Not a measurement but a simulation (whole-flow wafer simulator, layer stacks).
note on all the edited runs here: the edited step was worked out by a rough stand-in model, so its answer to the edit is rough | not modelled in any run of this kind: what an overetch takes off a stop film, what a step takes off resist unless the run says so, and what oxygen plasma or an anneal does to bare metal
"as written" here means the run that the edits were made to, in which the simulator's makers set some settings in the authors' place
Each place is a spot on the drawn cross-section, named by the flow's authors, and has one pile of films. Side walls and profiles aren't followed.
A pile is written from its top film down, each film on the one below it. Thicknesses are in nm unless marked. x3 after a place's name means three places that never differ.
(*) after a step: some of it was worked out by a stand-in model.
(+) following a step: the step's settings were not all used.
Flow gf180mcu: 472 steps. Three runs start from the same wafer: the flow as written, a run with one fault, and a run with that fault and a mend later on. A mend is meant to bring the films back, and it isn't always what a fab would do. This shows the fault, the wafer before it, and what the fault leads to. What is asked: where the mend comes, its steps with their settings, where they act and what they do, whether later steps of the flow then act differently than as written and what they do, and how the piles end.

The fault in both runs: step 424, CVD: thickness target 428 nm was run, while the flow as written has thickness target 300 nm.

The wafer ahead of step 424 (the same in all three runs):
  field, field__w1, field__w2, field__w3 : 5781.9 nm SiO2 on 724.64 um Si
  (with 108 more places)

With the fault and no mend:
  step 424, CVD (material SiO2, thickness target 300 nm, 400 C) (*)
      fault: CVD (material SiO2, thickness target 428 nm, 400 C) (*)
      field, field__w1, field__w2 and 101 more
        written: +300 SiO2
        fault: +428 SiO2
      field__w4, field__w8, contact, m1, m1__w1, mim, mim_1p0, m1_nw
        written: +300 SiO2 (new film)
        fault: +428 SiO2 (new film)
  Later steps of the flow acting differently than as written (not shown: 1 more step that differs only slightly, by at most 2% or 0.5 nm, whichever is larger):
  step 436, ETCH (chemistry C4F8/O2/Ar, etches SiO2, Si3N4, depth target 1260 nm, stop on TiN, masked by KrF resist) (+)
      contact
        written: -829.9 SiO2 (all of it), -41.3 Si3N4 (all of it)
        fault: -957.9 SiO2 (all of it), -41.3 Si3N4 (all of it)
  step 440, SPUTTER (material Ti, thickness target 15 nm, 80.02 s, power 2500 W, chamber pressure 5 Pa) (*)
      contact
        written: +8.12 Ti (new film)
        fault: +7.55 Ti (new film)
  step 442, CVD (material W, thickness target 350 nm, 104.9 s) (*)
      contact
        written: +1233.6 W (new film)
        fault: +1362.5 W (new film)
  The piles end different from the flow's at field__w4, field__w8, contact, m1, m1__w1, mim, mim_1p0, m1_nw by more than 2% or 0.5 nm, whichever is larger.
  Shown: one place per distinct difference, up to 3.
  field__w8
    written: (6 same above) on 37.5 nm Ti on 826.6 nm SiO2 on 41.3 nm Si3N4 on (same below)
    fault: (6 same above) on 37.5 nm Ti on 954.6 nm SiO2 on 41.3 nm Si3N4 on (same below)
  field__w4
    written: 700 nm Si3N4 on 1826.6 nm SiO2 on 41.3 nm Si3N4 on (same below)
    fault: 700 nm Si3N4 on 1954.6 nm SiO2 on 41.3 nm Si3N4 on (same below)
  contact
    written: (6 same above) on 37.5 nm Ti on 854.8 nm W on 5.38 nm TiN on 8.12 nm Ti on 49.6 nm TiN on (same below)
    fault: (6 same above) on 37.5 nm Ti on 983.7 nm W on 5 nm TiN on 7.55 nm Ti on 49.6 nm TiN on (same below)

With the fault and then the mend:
  After step 424 comes the mend.
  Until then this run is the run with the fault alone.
  step 424a, WET ETCH (chemistry dHF, depth target 128 nm, 25 C, dilution 100:1) (a further turn of the flow's step 17, with different settings)
      field, field__w1, field__w2 and 109 more
        -128 SiO2
  Later steps of the flow that are run all act as written at every place that is followed.
  By the end, the piles equal the flow's at every place that both follow.
